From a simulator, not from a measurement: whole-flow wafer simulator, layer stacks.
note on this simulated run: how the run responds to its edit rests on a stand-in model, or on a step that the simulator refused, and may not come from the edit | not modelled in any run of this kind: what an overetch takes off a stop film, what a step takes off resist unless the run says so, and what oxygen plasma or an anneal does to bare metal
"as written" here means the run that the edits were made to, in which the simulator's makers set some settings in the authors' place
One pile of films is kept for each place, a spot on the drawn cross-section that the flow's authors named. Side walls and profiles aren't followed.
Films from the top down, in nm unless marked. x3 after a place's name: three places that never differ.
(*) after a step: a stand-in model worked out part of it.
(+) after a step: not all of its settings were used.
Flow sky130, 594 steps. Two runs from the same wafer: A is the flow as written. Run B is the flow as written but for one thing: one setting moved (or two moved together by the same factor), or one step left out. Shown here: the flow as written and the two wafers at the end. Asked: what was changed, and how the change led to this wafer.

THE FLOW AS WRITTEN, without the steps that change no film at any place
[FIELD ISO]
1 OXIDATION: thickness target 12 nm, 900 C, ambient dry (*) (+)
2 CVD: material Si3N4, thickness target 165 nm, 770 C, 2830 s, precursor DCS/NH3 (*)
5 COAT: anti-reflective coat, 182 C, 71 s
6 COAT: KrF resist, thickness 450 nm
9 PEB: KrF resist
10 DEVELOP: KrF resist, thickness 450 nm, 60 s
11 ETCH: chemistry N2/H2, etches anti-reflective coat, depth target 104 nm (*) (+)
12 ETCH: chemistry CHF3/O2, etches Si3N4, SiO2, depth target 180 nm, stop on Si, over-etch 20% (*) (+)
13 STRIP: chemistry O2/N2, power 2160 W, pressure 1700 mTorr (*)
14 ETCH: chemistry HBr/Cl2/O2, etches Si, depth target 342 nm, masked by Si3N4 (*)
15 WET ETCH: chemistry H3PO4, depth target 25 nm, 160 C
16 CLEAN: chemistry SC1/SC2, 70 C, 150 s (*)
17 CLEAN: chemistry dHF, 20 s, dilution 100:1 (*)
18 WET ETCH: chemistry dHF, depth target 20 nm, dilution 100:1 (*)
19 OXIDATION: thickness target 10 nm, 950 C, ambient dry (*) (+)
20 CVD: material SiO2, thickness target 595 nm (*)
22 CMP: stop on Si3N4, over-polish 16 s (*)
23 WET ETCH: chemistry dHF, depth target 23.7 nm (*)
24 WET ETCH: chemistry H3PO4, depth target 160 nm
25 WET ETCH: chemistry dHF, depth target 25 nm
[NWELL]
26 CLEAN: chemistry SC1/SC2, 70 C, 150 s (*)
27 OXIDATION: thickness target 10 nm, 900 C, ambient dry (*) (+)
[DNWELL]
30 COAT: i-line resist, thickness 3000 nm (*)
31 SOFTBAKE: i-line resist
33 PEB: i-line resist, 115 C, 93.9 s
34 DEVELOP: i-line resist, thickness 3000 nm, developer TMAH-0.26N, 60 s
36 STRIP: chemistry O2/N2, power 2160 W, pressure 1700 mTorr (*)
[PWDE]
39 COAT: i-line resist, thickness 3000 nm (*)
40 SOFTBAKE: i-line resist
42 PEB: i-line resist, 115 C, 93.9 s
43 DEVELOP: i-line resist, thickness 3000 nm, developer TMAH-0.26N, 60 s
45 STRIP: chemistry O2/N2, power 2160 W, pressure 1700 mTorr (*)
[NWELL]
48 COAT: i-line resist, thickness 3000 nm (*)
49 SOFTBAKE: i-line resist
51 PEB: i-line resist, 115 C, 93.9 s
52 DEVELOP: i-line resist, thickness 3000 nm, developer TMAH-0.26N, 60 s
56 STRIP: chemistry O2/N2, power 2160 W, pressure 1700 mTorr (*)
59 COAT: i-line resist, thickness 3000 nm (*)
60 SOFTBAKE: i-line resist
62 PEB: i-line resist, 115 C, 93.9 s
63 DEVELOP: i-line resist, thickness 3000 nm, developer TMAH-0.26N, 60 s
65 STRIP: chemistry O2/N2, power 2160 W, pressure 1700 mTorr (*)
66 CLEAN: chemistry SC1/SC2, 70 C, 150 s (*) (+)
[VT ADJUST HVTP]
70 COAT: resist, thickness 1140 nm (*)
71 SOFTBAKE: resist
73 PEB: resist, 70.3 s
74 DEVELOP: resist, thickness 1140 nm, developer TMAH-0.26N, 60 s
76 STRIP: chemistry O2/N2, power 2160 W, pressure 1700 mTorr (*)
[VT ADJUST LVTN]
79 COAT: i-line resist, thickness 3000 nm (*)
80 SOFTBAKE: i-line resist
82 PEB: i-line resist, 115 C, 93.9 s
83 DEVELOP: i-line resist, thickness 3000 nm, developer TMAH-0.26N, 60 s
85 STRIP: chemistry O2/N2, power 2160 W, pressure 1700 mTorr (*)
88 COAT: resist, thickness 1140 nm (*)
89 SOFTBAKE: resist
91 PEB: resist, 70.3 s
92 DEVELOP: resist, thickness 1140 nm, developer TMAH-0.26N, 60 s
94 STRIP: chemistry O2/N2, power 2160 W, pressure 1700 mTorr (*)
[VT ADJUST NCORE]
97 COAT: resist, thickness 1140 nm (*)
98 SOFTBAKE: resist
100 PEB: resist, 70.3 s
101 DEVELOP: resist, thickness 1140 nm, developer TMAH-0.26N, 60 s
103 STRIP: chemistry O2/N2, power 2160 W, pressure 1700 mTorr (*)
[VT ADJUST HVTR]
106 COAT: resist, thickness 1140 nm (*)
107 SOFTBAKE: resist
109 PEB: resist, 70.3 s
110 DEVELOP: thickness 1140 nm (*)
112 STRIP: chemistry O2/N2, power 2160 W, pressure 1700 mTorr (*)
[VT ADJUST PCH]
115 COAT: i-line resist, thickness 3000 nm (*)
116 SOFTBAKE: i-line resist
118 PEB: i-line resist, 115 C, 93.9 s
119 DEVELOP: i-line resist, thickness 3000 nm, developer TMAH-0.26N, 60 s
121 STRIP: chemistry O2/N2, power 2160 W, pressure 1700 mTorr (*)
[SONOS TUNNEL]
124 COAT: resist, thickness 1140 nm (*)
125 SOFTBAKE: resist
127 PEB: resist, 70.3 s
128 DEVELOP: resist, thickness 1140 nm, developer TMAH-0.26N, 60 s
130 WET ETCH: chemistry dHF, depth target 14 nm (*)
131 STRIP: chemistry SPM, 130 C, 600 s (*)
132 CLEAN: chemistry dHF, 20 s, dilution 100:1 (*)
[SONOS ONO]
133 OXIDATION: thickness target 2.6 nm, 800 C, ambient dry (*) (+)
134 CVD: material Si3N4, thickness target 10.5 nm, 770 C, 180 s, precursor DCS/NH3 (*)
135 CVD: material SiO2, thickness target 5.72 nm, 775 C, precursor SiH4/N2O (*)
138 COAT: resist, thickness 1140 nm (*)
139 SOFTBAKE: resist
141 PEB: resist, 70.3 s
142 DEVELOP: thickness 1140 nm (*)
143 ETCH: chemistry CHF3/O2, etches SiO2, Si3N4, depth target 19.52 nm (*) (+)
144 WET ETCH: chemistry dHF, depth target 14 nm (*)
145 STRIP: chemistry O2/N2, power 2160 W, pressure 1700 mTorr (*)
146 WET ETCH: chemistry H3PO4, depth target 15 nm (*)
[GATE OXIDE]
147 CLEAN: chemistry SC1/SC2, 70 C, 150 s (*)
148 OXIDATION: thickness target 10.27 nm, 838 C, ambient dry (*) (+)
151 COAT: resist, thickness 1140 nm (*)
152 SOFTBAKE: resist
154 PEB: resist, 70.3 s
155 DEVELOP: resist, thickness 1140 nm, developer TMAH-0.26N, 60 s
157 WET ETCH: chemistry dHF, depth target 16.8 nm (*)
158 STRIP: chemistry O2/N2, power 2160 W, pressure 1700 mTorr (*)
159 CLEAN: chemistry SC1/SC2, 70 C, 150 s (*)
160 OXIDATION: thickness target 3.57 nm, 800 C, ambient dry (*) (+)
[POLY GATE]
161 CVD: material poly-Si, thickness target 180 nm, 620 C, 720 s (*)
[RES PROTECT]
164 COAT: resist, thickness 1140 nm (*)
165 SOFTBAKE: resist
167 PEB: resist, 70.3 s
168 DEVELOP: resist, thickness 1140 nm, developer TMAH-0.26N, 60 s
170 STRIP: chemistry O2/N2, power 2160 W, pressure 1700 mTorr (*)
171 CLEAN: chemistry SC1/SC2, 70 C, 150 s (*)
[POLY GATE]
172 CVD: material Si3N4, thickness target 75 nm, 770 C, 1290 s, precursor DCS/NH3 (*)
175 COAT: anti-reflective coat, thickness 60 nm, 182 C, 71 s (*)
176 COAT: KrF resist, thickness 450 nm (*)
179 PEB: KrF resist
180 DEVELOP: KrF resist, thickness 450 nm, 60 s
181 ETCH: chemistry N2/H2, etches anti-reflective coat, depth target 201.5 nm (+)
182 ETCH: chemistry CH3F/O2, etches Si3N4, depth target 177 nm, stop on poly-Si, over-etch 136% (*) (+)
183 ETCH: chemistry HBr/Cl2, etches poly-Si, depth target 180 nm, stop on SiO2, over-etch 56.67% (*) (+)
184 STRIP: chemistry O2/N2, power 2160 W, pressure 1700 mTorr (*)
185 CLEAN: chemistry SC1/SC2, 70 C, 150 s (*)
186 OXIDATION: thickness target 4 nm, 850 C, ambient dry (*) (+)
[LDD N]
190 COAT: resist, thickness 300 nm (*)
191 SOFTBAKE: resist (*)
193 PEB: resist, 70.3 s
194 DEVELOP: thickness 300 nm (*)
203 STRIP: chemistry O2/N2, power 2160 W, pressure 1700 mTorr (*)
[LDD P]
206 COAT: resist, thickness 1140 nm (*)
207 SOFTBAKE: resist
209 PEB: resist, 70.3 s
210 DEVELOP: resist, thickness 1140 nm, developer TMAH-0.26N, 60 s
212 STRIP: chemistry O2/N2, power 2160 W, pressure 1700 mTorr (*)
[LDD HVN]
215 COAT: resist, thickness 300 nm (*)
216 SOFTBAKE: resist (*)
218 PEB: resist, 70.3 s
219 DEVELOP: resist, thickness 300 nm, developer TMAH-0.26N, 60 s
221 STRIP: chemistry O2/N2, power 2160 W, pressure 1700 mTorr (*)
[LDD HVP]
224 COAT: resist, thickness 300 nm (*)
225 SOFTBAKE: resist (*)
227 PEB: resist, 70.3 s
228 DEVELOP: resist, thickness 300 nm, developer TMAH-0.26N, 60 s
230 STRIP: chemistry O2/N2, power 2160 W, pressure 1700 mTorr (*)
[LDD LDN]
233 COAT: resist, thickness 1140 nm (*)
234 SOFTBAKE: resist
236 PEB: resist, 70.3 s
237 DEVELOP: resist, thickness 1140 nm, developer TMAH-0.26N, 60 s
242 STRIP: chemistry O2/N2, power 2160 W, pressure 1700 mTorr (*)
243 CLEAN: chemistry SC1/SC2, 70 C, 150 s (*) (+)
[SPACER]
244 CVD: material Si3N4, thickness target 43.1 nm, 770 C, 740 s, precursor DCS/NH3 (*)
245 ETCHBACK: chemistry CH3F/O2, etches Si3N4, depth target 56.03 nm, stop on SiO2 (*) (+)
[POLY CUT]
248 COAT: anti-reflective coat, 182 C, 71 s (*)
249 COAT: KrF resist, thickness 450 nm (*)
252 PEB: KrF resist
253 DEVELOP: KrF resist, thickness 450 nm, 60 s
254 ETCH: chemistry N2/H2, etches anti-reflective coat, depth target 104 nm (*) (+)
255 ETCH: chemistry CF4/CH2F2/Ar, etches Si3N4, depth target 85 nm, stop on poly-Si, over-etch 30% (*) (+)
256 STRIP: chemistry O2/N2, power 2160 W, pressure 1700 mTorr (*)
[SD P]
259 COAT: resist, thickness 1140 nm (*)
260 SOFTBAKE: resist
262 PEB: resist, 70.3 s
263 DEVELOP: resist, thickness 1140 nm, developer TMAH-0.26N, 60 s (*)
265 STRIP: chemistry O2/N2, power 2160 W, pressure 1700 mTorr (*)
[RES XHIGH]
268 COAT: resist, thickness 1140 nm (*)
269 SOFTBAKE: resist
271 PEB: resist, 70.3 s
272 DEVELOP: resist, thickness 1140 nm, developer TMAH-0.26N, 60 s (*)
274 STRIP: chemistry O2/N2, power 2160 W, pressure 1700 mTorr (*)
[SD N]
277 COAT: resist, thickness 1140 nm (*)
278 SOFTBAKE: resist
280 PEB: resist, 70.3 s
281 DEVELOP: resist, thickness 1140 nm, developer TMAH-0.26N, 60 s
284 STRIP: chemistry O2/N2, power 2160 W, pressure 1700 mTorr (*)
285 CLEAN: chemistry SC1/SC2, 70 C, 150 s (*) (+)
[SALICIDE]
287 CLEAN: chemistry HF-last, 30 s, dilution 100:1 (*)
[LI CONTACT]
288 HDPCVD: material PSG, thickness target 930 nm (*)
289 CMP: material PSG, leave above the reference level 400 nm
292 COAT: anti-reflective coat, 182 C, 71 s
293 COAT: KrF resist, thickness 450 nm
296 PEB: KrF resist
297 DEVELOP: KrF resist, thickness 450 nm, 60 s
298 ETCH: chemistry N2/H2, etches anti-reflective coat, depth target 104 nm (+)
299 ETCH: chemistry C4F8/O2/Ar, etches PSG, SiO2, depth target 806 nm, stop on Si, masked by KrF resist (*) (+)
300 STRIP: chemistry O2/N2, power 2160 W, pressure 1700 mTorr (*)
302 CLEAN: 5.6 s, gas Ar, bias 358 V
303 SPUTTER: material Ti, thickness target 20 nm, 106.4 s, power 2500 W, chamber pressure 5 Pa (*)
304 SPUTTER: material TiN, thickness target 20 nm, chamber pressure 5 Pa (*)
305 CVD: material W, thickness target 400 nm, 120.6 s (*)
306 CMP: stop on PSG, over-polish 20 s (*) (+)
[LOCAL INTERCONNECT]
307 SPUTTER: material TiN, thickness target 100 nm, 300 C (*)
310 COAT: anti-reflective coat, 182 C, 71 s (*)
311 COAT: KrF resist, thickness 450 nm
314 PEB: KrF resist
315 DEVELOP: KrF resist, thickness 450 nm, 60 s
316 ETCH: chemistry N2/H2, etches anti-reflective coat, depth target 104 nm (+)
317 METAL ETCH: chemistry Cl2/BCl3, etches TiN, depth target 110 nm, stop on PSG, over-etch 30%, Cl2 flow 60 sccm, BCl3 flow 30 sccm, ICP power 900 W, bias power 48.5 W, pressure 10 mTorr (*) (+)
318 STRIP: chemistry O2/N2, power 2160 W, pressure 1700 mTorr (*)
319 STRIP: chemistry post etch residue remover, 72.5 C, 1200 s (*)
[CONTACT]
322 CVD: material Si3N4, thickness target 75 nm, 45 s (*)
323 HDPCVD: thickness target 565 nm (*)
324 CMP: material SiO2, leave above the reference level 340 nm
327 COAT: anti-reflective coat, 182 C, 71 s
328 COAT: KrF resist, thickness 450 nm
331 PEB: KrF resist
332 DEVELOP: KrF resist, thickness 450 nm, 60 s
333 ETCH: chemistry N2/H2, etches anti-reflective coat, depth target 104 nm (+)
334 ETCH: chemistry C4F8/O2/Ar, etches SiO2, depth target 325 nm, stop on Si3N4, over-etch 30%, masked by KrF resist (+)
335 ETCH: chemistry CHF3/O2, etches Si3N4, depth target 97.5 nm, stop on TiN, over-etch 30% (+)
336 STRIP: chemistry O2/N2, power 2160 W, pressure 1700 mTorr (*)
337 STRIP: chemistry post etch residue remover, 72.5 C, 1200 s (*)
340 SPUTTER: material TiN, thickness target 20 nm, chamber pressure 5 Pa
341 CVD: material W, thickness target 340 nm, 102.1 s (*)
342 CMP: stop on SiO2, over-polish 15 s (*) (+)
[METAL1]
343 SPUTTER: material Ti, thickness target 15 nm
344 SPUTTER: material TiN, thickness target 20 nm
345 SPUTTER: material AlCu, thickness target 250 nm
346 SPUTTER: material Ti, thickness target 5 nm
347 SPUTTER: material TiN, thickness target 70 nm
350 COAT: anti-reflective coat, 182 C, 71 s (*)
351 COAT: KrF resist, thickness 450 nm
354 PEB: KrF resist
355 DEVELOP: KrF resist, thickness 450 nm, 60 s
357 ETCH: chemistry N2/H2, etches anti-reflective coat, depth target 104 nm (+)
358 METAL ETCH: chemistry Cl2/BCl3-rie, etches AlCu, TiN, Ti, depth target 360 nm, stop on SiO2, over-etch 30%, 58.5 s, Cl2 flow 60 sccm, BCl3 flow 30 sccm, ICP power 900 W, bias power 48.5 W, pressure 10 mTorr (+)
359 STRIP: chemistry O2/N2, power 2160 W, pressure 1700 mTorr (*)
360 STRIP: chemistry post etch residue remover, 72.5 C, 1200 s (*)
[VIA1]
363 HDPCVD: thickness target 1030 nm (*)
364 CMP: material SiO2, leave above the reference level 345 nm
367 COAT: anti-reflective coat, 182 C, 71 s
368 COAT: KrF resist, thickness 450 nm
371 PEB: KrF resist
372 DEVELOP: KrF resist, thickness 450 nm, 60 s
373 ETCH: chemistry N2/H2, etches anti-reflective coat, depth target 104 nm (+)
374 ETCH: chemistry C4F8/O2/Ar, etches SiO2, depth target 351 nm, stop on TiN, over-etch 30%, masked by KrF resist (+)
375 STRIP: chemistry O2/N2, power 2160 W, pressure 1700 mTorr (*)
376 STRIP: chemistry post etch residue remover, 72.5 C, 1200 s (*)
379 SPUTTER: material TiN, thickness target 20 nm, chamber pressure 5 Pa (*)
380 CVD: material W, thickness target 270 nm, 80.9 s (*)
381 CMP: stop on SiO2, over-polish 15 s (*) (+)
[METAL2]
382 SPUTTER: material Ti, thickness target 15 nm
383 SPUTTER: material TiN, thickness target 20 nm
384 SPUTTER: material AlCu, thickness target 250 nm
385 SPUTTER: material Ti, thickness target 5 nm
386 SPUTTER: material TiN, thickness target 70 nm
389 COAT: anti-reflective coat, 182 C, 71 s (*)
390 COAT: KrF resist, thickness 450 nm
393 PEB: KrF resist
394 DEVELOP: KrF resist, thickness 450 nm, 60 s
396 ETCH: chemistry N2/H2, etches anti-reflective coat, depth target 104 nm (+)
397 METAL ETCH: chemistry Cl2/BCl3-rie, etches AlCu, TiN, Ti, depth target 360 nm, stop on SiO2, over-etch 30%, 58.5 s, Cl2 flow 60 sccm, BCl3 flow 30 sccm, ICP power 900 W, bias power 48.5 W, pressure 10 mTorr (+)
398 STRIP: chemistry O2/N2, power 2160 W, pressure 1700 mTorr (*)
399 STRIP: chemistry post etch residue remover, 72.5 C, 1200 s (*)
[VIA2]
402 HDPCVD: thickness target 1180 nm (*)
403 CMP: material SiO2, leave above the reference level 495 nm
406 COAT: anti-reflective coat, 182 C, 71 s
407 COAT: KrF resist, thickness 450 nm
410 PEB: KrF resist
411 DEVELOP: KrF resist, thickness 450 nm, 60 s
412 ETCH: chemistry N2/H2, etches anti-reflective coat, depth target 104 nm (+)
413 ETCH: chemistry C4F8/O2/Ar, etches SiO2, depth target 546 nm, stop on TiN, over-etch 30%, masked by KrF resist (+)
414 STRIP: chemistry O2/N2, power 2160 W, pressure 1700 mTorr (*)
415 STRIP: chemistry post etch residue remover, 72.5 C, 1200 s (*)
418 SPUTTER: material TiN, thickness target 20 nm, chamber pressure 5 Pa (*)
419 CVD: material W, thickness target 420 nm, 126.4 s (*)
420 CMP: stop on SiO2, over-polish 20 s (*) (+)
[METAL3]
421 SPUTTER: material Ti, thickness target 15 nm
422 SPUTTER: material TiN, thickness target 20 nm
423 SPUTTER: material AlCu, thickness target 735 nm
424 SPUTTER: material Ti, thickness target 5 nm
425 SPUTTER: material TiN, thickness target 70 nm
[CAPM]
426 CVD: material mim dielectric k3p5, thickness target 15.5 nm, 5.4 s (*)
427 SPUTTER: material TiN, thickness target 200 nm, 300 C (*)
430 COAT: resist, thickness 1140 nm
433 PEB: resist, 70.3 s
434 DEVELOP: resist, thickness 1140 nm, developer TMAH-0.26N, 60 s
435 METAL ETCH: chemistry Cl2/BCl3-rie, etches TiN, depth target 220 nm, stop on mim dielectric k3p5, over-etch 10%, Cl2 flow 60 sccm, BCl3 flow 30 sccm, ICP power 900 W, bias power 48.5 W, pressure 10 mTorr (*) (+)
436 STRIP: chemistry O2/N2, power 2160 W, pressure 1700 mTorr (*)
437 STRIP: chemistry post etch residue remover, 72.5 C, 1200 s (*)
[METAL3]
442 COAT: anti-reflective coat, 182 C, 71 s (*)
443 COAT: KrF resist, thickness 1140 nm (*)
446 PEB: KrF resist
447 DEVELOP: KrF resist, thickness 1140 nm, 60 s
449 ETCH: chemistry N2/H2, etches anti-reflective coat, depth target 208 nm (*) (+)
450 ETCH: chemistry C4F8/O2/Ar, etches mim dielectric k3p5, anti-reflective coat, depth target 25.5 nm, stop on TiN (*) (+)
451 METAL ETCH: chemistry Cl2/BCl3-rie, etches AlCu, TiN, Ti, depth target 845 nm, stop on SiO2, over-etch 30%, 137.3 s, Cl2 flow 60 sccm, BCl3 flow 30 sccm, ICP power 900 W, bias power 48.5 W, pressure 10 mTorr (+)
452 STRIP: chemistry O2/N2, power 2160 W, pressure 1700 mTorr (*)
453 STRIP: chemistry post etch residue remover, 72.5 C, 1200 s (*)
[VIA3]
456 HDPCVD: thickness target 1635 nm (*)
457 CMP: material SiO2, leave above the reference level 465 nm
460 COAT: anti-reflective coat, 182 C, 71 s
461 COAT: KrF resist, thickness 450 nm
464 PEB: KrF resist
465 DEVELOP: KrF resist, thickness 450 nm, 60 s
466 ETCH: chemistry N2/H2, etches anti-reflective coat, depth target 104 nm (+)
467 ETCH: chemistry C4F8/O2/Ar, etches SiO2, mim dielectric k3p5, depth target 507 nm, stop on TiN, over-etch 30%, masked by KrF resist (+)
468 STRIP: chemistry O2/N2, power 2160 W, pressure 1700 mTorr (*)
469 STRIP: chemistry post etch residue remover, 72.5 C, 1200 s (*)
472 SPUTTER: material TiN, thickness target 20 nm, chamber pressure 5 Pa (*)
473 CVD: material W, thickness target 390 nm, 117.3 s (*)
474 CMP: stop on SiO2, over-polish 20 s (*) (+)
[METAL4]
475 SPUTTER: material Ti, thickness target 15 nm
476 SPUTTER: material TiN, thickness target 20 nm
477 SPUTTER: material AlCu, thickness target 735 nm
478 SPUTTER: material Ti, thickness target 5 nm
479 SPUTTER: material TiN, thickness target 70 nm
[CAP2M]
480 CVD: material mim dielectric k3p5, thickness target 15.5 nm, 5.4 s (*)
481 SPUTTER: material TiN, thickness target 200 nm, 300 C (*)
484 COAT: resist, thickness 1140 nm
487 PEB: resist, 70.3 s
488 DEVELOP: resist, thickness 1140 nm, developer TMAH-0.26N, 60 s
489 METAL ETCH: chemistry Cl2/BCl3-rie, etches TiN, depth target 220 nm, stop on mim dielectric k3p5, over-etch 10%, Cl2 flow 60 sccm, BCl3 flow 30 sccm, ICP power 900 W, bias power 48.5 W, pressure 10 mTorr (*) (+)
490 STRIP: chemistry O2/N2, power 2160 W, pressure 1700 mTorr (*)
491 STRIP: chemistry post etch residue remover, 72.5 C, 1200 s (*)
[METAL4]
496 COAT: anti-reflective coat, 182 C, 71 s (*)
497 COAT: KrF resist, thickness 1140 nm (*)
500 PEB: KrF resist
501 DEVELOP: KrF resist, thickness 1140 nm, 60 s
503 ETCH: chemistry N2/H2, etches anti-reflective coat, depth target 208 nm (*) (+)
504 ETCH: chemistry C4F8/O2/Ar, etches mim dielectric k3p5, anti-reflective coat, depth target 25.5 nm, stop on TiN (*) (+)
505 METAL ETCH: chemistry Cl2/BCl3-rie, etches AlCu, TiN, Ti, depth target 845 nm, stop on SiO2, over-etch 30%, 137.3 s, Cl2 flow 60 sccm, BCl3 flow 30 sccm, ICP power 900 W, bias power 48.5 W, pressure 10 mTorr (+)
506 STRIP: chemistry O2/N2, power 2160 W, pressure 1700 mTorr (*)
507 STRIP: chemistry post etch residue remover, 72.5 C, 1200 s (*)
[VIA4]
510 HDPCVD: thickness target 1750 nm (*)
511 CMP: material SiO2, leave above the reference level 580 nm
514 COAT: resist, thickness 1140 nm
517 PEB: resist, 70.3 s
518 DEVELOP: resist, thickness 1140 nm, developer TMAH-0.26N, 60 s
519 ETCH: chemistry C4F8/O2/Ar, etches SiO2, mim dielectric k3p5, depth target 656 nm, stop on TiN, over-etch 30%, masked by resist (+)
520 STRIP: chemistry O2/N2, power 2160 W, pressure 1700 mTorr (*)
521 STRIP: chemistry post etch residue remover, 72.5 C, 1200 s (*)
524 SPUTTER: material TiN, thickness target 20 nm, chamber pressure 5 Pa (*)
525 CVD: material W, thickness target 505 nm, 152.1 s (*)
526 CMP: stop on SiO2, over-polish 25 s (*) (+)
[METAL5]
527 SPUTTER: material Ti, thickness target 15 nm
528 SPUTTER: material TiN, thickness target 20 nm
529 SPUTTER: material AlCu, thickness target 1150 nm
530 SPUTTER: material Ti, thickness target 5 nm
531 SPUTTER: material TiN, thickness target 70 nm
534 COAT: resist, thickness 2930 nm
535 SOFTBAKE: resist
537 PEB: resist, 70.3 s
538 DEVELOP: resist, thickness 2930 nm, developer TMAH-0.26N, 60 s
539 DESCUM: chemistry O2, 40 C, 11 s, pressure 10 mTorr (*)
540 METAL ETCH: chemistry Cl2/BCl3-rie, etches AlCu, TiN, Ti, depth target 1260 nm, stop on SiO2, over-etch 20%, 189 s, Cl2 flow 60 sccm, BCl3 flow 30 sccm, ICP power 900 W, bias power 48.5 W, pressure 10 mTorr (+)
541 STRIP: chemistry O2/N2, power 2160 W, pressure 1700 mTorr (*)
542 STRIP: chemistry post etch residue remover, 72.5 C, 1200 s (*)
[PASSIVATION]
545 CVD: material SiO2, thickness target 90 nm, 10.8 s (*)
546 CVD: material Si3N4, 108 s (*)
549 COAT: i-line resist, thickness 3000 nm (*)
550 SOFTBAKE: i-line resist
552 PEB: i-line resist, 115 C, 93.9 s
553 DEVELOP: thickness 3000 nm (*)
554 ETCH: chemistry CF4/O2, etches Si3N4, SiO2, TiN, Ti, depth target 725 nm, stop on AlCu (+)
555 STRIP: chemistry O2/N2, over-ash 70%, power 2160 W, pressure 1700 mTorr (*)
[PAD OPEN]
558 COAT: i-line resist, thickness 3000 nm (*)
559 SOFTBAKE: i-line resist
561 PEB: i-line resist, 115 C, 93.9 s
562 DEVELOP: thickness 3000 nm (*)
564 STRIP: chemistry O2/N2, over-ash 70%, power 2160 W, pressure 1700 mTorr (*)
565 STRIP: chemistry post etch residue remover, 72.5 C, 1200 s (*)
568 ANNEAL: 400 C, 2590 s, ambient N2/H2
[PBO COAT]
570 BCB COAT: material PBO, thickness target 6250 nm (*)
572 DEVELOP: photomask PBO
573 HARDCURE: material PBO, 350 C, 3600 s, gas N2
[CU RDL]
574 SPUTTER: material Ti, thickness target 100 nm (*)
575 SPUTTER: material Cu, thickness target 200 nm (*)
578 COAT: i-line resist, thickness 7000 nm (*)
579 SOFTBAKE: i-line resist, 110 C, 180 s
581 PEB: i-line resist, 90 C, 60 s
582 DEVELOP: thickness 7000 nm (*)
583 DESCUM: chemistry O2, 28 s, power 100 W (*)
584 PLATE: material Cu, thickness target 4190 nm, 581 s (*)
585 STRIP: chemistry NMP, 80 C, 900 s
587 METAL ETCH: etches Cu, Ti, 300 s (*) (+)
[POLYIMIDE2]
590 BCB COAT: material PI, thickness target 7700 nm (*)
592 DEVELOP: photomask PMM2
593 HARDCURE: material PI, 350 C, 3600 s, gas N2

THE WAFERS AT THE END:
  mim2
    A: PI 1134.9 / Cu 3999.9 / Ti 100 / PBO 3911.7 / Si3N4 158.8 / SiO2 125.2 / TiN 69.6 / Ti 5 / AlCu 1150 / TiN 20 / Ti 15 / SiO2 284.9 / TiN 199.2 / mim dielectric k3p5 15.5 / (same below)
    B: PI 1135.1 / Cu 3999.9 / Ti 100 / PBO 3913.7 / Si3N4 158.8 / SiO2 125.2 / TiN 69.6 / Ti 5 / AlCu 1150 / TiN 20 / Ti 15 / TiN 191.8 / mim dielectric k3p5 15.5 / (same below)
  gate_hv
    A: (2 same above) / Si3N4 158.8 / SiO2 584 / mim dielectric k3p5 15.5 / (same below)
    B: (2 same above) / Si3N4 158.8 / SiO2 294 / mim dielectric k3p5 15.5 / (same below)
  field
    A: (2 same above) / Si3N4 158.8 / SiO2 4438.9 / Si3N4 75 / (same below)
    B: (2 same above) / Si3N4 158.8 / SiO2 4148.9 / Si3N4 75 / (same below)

The cause: step 511, CMP: leave above the reference level 290 nm was run, where the flow has leave above the reference level 580 nm.

How the change led to this, step by step:
  511 CMP: material SiO2, leave above the reference level 580 nm
      n_well, p_well, gate_hv and 99 more: A SiO2 -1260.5 | B SiO2 -1550.5
      field, active, gate and 77 more: A SiO2 -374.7 | B SiO2 -664.7
      (and at 11 more places)
  519 ETCH: chemistry C4F8/O2/Ar, etches SiO2, mim dielectric k3p5, depth target 656 nm, stop on TiN, over-etch 30%, masked by resist (+)
      field, active, n_well and 188 more: A resist -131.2 | B resist -56.1
      m1: A SiO2 -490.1 (all of it), mim dielectric k3p5 -15.5 (all of it) | B SiO2 -200.1 (all of it), mim dielectric k3p5 -15.5 (all of it)
      (and at 1 more place)
  520 STRIP: chemistry O2/N2, power 2160 W, pressure 1700 mTorr (*)
      field, active, n_well and 188 more: A resist -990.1 (all of it) | B resist -1065.2 (all of it)
  524 SPUTTER: material TiN, thickness target 20 nm, chamber pressure 5 Pa (*)
      m1, via4_hole: A TiN +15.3 | B TiN +17.6
  525 CVD: material W, thickness target 505 nm, 152.1 s (*)
      m1: A W +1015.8 (new film) | B W +526.7 (new film)
      via4_hole: A W +1015.2 (new film) | B W +527.9 (new film)
  526 CMP: stop on SiO2, over-polish 25 s (*) (+)
      mim2: A W -505 (all of it), TiN -20 (all of it), SiO2 -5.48 | B W -505 (all of it), TiN -20 (all of it), SiO2 -0.34 (all of it), TiN -7.34
      m1: A W -532.7 | B W -335.9
      (and at 1 more place)
Counting metal films that touch as one body, mim2 has 7 bodies (between them, from the top down: PBO 3913.7 / Si3N4 158.8 / SiO2 125.2; mim dielectric k3p5 15.5; SiO2 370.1 / mim dielectric k3p5 15.5; SiO2 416; SiO2 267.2; SiO2 261.8 / Si3N4 75); the flow as written gives 8 bodies (between them, from the top down: PBO 3911.7 / Si3N4 158.8 / SiO2 125.2; SiO2 284.9; mim dielectric k3p5 15.5; SiO2 370.1 / mim dielectric k3p5 15.5; SiO2 416; SiO2 267.2; SiO2 261.8 / Si3N4 75).
